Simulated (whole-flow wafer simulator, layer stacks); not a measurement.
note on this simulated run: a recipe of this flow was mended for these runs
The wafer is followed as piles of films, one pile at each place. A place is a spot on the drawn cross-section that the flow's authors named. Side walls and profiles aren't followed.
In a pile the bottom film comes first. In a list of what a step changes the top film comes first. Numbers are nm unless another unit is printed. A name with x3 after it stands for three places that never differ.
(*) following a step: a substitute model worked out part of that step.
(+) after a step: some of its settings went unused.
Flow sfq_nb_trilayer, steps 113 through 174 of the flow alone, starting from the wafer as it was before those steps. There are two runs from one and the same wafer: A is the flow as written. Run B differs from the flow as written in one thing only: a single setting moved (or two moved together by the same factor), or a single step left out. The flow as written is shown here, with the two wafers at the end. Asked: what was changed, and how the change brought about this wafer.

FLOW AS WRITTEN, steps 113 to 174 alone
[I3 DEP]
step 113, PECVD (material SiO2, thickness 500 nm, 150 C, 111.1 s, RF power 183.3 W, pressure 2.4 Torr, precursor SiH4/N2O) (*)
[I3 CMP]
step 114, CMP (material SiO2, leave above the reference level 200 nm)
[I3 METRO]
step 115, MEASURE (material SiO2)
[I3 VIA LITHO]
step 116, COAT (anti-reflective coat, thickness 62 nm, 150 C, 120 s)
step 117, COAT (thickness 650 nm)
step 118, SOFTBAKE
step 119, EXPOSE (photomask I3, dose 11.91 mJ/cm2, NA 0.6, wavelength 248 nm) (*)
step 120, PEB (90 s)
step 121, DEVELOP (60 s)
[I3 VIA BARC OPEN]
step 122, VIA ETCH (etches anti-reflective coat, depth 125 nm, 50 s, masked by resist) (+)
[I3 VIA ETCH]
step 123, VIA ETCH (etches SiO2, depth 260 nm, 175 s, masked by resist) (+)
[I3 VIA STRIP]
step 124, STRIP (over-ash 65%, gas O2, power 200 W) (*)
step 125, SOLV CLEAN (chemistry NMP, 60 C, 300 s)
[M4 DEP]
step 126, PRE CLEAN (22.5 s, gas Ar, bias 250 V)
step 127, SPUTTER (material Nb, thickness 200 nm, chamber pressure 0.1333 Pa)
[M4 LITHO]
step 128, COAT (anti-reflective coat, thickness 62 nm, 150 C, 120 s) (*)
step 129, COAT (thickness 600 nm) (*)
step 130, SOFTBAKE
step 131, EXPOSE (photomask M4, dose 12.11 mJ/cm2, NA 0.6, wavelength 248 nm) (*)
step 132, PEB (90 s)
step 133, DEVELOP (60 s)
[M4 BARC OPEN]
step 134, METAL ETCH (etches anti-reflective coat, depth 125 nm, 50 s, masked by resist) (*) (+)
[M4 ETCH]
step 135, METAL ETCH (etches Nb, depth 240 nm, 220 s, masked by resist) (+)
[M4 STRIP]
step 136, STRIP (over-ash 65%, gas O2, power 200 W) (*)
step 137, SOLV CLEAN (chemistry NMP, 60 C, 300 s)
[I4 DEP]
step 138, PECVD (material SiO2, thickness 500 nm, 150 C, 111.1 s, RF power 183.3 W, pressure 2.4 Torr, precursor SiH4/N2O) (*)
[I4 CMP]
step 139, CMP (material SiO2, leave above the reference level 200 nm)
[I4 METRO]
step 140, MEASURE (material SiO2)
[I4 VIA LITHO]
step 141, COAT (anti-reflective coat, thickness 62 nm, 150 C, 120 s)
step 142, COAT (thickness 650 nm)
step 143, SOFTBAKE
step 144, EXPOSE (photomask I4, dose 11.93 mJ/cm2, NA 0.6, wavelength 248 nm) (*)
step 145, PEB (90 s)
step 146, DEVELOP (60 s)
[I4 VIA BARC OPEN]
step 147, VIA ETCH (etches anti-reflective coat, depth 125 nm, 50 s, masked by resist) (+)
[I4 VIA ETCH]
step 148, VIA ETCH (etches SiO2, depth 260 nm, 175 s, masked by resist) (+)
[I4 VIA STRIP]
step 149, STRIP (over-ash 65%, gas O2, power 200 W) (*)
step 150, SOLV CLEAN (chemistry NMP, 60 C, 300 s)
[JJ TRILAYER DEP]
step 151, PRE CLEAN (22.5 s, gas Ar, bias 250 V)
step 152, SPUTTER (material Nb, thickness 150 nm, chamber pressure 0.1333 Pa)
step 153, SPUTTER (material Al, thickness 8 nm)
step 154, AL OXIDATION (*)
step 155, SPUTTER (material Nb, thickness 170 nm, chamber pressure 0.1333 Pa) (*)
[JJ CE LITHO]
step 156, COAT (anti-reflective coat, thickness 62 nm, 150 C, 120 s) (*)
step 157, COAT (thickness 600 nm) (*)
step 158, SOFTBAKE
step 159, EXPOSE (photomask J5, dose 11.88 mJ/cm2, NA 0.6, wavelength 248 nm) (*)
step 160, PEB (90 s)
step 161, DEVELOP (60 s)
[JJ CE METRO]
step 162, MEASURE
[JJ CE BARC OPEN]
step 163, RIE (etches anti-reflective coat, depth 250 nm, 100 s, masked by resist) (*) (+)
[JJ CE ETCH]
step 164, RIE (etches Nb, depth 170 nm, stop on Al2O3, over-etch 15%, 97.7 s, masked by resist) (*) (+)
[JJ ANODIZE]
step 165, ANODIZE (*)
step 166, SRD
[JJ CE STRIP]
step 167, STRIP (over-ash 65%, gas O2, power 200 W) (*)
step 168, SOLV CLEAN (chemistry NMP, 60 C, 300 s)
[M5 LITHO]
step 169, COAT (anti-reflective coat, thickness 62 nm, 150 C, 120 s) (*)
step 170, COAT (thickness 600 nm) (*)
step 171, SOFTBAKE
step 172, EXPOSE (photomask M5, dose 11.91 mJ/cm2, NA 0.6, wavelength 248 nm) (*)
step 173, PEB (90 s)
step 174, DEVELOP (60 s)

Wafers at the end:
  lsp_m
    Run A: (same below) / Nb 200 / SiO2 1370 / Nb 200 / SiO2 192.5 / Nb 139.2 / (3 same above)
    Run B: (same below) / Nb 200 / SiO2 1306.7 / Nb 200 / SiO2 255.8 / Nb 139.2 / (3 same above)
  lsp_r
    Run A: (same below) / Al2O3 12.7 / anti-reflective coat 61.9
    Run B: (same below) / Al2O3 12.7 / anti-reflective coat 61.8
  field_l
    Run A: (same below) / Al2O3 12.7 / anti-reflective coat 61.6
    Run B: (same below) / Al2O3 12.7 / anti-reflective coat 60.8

The reason: step 113, PECVD: 75.69 s was run, while the flow as written has 111.1 s.

How this came from the change, step by step:
  step 113, PECVD (material SiO2, thickness 500 nm, 150 C, 111.1 s, RF power 183.3 W, pressure 2.4 Torr, precursor SiH4/N2O) (*)
      field_l, be, be_sur and 64 more: A +500 SiO2 | B +340.7 SiO2
      v_sur, via_wl, via_wr and 27 more: A +500 SiO2 (new film) | B +340.7 SiO2 (new film)
      (also at 9 further places)
  step 114, CMP (material SiO2, leave above the reference level 200 nm)
      field_l, be, be_sur and 64 more: A -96 SiO2 | B nothing
      p4_g1, p4_g2, p3_s0, p3_s1, p3_s2, p3_s3, p3_s4, p3_s5: A -157.1 SiO2 | B nothing
      (also at 31 further places)
  step 116, COAT (anti-reflective coat, thickness 62 nm, 150 C, 120 s)
      m0r_line_l x3, m0r_line_r x3: A +62 anti-reflective coat (new film) | B +70.7 anti-reflective coat (new film)
      m0r_space_l, m0r_space_r, m6r_space_l x2, m6r_space_r x2: A +62 anti-reflective coat (new film) | B +79.4 anti-reflective coat (new film)
      (also at 70 further places)
  step 117, COAT (thickness 650 nm)
      wl_d_sl, wl_g_sl: A +650 KrF-resist-other-grade (new film) | B +666.4 KrF-resist-other-grade (new film)
      m5r_line_l, m5r_line_r: A +650 KrF-resist-other-grade (new film) | B +663.3 KrF-resist-other-grade (new film)
      (also at 13 further places)
  step 121, DEVELOP (60 s)
      via_v: A -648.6 KrF-resist-other-grade (all of it) | B -625.5 KrF-resist-other-grade (all of it)
  step 122, VIA ETCH (etches anti-reflective coat, depth 125 nm, 50 s, masked by resist) (+)
      via_v: A -62 anti-reflective coat (all of it), -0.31 SiO2 | B -59.5 anti-reflective coat (all of it), -0.33 SiO2
  step 124, STRIP (over-ash 65%, gas O2, power 200 W) (*)
      m0r_line_l x3, m0r_line_r x3: A -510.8 KrF-resist-other-grade (all of it), -62 anti-reflective coat (all of it) | B -520.3 KrF-resist-other-grade (all of it), -70.7 anti-reflective coat (all of it)
      m0r_space_l, m0r_space_r, m6r_space_l x2, m6r_space_r x2: A -510.8 KrF-resist-other-grade (all of it), -62 anti-reflective coat (all of it) | B -513.1 KrF-resist-other-grade (all of it), -79.4 anti-reflective coat (all of it)
      (also at 71 further places)
  step 128, COAT (anti-reflective coat, thickness 62 nm, 150 C, 120 s) (*)
      m0r_line_l x3, m0r_line_r x3: A +62 anti-reflective coat (new film) | B +68.8 anti-reflective coat (new film)
      m0r_space_l, m0r_space_r, m6r_space_l x2, m6r_space_r x2: A +62 anti-reflective coat (new film) | B +77.2 anti-reflective coat (new film)
      (also at 70 further places)
  step 129, COAT (thickness 600 nm) (*)
      via_wr: A +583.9 KrF-resist-other-grade (new film) | B +570.4 KrF-resist-other-grade (new film)
      via_sp: A +600.1 KrF-resist-other-grade (new film) | B +579.5 KrF-resist-other-grade (new film)
      (also at 15 further places)
  step 133, DEVELOP (60 s)
      be_sur: A -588 KrF-resist-other-grade (all of it) | B -600.5 KrF-resist-other-grade (all of it)
      wl_d_sl: A -598.7 KrF-resist-other-grade (all of it) | B -615 KrF-resist-other-grade (all of it)
      (also at 7 further places)
  step 134, METAL ETCH (etches anti-reflective coat, depth 125 nm, 50 s, masked by resist) (*) (+)
      m0r_line_l x3, m0r_line_r x3: A -62 anti-reflective coat (all of it) | B -68.8 anti-reflective coat (all of it)
      m0r_space_l, m0r_space_r, m6r_space_l x2, m6r_space_r x2: A -62 anti-reflective coat (all of it) | B -77.2 anti-reflective coat (all of it)
      (also at 38 further places)
  step 136, STRIP (over-ash 65%, gas O2, power 200 W) (*)
      v_sur: A -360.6 KrF-resist-other-grade (all of it), -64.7 anti-reflective coat (all of it) | B -355.8 KrF-resist-other-grade (all of it), -32.8 anti-reflective coat (all of it)
      via_wl: A -357.4 KrF-resist-other-grade (all of it), -67.6 anti-reflective coat (all of it) | B -347.8 KrF-resist-other-grade (all of it), -43.3 anti-reflective coat (all of it)
      (also at 34 further places)
  step 138, PECVD (material SiO2, thickness 500 nm, 150 C, 111.1 s, RF power 183.3 W, pressure 2.4 Torr, precursor SiH4/N2O) (*)
      p3_s0, p3_s1, p3_s2, p3_s3, p3_s4, p3_s5: A +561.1 SiO2 | B +624.3 SiO2
  step 139, CMP (material SiO2, leave above the reference level 200 nm)
      field_l, be, be_sur and 55 more: A -96 SiO2 | B -32.7 SiO2
      ln_m5, lsp_m, ln_m6, p4_fl, p4_fm, p4_g1, p4_g2, p4_fr: A -300 SiO2 | B -236.7 SiO2
      (also at 4 further places)
  step 148, VIA ETCH (etches SiO2, depth 260 nm, 175 s, masked by resist) (+)
      via_w: A -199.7 SiO2 (all of it), -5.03 Nb | B -251.8 SiO2 (all of it), -0.69 Nb
  step 152, SPUTTER (material Nb, thickness 150 nm, chamber pressure 0.1333 Pa)
      via_w: A +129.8 Nb | B +124.3 Nb
  ... another 8 steps ...
  step 170, COAT (thickness 600 nm) (*)
      via_w: A +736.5 KrF-resist-other-grade (new film) | B +766.6 KrF-resist-other-grade (new film)
